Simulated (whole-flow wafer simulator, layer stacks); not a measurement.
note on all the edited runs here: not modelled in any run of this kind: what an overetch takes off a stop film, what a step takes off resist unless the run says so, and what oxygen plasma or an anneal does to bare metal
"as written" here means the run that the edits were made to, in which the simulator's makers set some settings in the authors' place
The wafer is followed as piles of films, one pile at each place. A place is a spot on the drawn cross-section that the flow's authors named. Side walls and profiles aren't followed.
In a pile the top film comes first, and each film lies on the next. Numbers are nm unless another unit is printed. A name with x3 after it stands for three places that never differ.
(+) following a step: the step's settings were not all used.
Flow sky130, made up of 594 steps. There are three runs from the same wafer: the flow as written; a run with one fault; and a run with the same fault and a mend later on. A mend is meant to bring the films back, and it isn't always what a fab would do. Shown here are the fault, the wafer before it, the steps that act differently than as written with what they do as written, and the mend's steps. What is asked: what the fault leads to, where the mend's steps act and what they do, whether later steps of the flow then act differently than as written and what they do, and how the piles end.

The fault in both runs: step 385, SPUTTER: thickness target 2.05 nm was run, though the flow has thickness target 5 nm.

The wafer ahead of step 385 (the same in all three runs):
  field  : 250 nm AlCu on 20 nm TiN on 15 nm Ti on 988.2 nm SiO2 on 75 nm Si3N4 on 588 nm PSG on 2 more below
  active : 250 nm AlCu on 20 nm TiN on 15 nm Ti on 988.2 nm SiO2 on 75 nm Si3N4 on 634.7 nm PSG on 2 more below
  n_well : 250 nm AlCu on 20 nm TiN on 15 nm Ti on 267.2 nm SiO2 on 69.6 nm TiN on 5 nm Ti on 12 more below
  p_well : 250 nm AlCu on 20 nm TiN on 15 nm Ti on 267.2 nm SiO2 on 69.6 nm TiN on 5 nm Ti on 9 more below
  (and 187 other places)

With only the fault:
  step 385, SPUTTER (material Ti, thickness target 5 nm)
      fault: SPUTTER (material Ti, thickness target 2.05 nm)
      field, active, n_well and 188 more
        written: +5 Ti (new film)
        fault: +2.05 Ti (new film)
  Later steps of the flow acting differently than as written (17 other steps are not shown; they differ only slightly, by no more than 2% or 0.5 nm, whichever is larger):
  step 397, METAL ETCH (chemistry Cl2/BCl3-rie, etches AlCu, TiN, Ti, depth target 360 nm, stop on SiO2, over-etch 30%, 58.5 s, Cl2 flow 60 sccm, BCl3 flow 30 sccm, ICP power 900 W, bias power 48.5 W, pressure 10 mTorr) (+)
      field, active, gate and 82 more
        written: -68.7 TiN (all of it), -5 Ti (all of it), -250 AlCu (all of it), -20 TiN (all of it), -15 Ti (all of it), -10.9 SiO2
        fault: -68.7 TiN (all of it), -2.05 Ti (all of it), -250 AlCu (all of it), -20 TiN (all of it), -15 Ti (all of it), -11.2 SiO2
  At n_well, p_well, gate_hv and 103 more, the piles at the end differ from the flow's by more than 2% or 0.5 nm, whichever is larger.
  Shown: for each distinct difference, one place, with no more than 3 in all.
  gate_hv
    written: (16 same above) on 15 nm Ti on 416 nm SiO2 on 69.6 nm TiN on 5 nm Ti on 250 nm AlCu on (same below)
    fault: (16 same above) on 15 nm Ti on 419 nm SiO2 on 69.6 nm TiN on 2.05 nm Ti on 250 nm AlCu on (same below)
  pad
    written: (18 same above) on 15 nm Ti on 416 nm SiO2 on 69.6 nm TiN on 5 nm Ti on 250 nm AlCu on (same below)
    fault: (18 same above) on 15 nm Ti on 419 nm SiO2 on 69.6 nm TiN on 2.05 nm Ti on 250 nm AlCu on (same below)
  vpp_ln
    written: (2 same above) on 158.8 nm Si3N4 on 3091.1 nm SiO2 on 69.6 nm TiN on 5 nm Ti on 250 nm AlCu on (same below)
    fault: (2 same above) on 158.8 nm Si3N4 on 3094.1 nm SiO2 on 69.6 nm TiN on 2.05 nm Ti on 250 nm AlCu on (same below)

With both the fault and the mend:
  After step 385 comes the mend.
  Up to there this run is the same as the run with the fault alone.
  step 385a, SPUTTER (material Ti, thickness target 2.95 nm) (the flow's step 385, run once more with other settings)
      field, active, n_well and 188 more
        +2.95 Ti
  Later steps of the flow that are run all act as written at every place that is followed.
  At every place that both follow, the piles at the end match the flow's.
